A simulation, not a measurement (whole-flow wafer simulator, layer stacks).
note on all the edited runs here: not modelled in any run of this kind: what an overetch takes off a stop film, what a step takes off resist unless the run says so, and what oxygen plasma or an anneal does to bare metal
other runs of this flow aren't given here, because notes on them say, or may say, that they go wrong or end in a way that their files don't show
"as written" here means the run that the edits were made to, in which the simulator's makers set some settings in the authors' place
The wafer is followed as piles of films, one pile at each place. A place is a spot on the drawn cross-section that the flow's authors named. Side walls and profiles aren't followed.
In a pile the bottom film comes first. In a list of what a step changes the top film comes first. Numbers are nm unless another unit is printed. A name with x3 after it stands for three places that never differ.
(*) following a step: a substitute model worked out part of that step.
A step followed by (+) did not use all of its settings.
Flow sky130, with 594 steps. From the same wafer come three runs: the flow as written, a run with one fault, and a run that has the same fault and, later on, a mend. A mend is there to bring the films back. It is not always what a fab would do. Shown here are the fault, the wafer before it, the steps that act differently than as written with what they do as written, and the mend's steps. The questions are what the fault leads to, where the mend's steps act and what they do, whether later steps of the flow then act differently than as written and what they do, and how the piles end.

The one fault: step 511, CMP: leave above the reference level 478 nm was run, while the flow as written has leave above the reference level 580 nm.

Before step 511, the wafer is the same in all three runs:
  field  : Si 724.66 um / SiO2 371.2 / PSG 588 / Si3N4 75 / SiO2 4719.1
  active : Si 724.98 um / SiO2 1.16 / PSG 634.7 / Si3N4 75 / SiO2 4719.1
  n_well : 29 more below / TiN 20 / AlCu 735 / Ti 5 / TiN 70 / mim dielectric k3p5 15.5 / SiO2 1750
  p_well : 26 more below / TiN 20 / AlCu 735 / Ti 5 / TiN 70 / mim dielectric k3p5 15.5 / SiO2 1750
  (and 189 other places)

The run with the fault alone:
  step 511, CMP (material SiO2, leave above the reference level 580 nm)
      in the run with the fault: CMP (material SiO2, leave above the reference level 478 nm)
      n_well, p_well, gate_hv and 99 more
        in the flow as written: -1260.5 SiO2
        in the run with the fault: -1362.5 SiO2
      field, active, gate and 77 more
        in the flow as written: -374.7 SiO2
        in the run with the fault: -476.7 SiO2
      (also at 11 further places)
  Steps further on in the flow that do not act as written:
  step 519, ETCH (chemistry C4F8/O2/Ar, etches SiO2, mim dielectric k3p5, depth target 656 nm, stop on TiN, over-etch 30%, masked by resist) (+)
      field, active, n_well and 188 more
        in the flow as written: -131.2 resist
        in the run with the fault: -104.9 resist
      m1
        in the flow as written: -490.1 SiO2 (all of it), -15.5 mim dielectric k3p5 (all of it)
        in the run with the fault: -388.1 SiO2 (all of it), -15.5 mim dielectric k3p5 (all of it)
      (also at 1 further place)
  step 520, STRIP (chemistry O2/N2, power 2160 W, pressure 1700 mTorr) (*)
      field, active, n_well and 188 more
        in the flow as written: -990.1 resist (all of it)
        in the run with the fault: -1016.3 resist (all of it)
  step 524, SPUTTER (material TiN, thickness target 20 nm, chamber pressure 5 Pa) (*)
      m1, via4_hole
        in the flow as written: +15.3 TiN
        in the run with the fault: +16 TiN
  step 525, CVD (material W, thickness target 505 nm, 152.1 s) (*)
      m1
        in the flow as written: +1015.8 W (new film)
        in the run with the fault: +913.1 W (new film)
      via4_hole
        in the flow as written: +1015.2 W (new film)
        in the run with the fault: +912.4 W (new film)
  By the end, the piles at field, active, n_well and 190 more depart from the flow's by more than 2% or 0.5 nm, whichever is larger.
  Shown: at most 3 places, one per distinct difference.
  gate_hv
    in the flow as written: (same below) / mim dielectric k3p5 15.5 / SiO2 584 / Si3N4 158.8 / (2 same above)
    in the run with the fault: (same below) / mim dielectric k3p5 15.5 / SiO2 482 / Si3N4 158.8 / (2 same above)
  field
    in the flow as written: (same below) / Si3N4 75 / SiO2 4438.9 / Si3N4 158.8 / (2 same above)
    in the run with the fault: (same below) / Si3N4 75 / SiO2 4336.9 / Si3N4 158.8 / (2 same above)
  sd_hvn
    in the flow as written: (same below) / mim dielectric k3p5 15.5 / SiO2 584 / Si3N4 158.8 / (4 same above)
    in the run with the fault: (same below) / mim dielectric k3p5 15.5 / SiO2 482 / Si3N4 158.8 / (4 same above)

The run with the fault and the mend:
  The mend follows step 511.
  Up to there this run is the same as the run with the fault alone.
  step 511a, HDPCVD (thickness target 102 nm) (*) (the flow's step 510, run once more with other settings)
      field, active, n_well and 190 more
        +102 SiO2
  Every later step of the flow that is run acts as written at every place that is followed.
  By the end, the piles equal the flow's at every place that both follow.
